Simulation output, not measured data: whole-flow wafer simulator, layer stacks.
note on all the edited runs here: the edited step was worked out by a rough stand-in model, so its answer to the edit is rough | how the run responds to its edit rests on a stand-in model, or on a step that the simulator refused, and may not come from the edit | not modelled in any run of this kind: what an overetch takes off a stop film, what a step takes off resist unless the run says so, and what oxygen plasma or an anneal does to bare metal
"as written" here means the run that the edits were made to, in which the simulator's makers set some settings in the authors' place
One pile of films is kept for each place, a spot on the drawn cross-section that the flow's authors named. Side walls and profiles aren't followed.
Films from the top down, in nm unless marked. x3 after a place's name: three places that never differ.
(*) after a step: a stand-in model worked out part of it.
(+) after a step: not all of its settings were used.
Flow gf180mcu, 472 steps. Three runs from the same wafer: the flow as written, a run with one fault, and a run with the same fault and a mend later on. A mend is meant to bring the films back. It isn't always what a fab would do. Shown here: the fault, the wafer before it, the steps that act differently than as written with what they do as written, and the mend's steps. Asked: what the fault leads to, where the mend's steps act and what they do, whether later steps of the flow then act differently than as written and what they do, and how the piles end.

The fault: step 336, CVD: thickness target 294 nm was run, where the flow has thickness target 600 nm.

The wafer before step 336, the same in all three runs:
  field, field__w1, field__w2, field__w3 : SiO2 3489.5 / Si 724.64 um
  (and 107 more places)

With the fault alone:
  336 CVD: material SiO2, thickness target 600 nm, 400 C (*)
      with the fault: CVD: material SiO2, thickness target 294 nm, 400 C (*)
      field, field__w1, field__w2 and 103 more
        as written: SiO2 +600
        with the fault: SiO2 +294
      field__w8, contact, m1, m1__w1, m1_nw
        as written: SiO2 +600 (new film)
        with the fault: SiO2 +294 (new film)
  Later steps of the flow that act differently than as written (16 more steps differ only slightly, by at most 2% or 0.5 nm, whichever is larger, and aren't shown):
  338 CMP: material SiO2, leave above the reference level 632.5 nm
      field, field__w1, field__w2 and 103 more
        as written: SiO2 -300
        with the fault: nothing
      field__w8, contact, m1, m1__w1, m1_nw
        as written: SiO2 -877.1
        with the fault: SiO2 -571.1
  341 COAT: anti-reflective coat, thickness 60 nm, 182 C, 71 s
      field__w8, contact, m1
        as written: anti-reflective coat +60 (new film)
        with the fault: anti-reflective coat +56.4 (new film)
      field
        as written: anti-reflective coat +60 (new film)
        with the fault: anti-reflective coat +62.3 (new film)
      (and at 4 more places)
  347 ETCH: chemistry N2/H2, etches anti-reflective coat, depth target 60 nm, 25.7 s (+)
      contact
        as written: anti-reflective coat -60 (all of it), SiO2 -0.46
        with the fault: anti-reflective coat -56.4 (all of it), SiO2 -0.55
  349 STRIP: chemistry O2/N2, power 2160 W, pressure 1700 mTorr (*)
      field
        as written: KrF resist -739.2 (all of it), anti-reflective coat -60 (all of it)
        with the fault: KrF resist -737.9 (all of it), anti-reflective coat -62.3 (all of it)
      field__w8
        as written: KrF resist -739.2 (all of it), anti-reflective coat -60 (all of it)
        with the fault: KrF resist -738.7 (all of it), anti-reflective coat -56.4 (all of it)
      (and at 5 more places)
  At the end the piles differ from the flow's only slightly at the places that both follow, by at most 2% or 0.5 nm, whichever is larger.

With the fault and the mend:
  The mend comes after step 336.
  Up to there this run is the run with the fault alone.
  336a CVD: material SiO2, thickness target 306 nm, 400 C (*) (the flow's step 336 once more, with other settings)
      field, field__w1, field__w2 and 108 more
        SiO2 +306
  No later step of the flow acts differently than as written at any place that is followed.
  At the end the piles are the same as the flow's at every place that both follow.
